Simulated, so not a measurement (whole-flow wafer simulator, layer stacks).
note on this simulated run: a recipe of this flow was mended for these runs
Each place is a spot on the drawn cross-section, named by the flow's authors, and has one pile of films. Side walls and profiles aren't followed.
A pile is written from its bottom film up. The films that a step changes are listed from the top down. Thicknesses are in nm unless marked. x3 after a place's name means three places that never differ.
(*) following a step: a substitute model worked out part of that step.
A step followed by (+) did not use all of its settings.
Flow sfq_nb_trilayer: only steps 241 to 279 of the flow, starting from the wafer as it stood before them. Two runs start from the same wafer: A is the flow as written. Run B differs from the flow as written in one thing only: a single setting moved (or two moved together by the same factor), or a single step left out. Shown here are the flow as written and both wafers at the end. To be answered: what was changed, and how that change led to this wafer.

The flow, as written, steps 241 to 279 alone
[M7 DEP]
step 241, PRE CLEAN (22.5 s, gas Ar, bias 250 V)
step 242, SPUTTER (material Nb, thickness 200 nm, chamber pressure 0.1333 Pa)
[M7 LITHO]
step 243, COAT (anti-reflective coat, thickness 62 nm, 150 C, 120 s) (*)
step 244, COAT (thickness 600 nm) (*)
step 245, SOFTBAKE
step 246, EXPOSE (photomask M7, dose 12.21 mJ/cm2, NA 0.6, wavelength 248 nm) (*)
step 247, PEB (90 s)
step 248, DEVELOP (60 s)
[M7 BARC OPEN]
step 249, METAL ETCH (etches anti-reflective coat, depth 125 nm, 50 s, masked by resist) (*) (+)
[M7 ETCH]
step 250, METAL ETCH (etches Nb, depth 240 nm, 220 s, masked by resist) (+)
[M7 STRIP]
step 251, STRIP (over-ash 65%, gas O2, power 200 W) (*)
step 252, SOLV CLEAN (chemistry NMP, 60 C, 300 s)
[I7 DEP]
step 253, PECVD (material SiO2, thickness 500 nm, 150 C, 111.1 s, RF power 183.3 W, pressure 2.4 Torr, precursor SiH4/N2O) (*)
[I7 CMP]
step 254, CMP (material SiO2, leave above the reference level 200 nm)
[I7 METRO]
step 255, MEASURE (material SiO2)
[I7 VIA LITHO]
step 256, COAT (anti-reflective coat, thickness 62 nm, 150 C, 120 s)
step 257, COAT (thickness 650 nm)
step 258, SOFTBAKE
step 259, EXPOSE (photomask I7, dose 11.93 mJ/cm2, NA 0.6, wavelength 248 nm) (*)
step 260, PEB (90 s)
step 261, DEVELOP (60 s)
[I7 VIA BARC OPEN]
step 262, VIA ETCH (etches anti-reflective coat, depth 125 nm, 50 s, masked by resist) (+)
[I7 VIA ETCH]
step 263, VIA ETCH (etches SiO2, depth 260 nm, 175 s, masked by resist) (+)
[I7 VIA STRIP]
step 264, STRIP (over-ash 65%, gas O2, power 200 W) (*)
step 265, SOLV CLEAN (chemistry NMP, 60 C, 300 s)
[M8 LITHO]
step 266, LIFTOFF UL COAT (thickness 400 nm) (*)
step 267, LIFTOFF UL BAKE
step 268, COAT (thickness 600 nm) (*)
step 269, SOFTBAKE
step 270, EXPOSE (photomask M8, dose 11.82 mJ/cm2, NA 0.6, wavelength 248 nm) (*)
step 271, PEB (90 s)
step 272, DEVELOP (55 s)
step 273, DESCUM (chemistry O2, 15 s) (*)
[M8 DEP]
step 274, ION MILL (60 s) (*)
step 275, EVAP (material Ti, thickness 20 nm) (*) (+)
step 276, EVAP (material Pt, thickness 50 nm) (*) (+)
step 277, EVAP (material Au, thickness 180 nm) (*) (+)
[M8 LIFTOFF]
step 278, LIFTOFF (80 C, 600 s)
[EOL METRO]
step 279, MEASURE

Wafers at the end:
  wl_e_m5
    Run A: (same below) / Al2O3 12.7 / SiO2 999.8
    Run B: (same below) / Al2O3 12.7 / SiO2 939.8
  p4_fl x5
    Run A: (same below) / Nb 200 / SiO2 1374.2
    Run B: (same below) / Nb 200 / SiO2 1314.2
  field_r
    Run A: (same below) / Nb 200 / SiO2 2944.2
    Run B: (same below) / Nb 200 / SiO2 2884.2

What caused this: step 242, SPUTTER: thickness 140 nm was run, though the flow has thickness 200 nm.

How this came from the change, step by step:
  step 242, SPUTTER (material Nb, thickness 200 nm, chamber pressure 0.1333 Pa)
      field_l, v_sur, via_wl and 102 more: A +200 Nb (new film) | B +140 Nb (new film)
      via_v: A +159.9 Nb | B +111.8 Nb
  step 243, COAT (anti-reflective coat, thickness 62 nm, 150 C, 120 s) (*)
      via_v: A +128 anti-reflective coat (new film) | B +124.7 anti-reflective coat (new film)
  step 250, METAL ETCH (etches Nb, depth 240 nm, 220 s, masked by resist) (+)
      field_l, field_r, lsp_l and 62 more: A -200 Nb (all of it), -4 SiO2 | B -140 Nb (all of it), -10 SiO2
  step 251, STRIP (over-ash 65%, gas O2, power 200 W) (*)
      via_v: A -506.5 KrF-resist-other-grade (all of it), -128 anti-reflective coat (all of it) | B -499.1 KrF-resist-other-grade (all of it), -124.7 anti-reflective coat (all of it)
  step 253, PECVD (material SiO2, thickness 500 nm, 150 C, 111.1 s, RF power 183.3 W, pressure 2.4 Torr, precursor SiH4/N2O) (*)
      m7r_space_l x2: A +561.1 SiO2 | B +507.1 SiO2
      via_v: A +627.2 SiO2 (new film) | B +608.9 SiO2 (new film)
  step 254, CMP (material SiO2, leave above the reference level 200 nm)
      field_l, p4_fl x5, p4_w1 x9 and 44 more: A -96 SiO2 | B -150 SiO2
      field_r, lsp_l: A -73.2 SiO2 | B -133.2 SiO2
      (as well as at 3 more places)
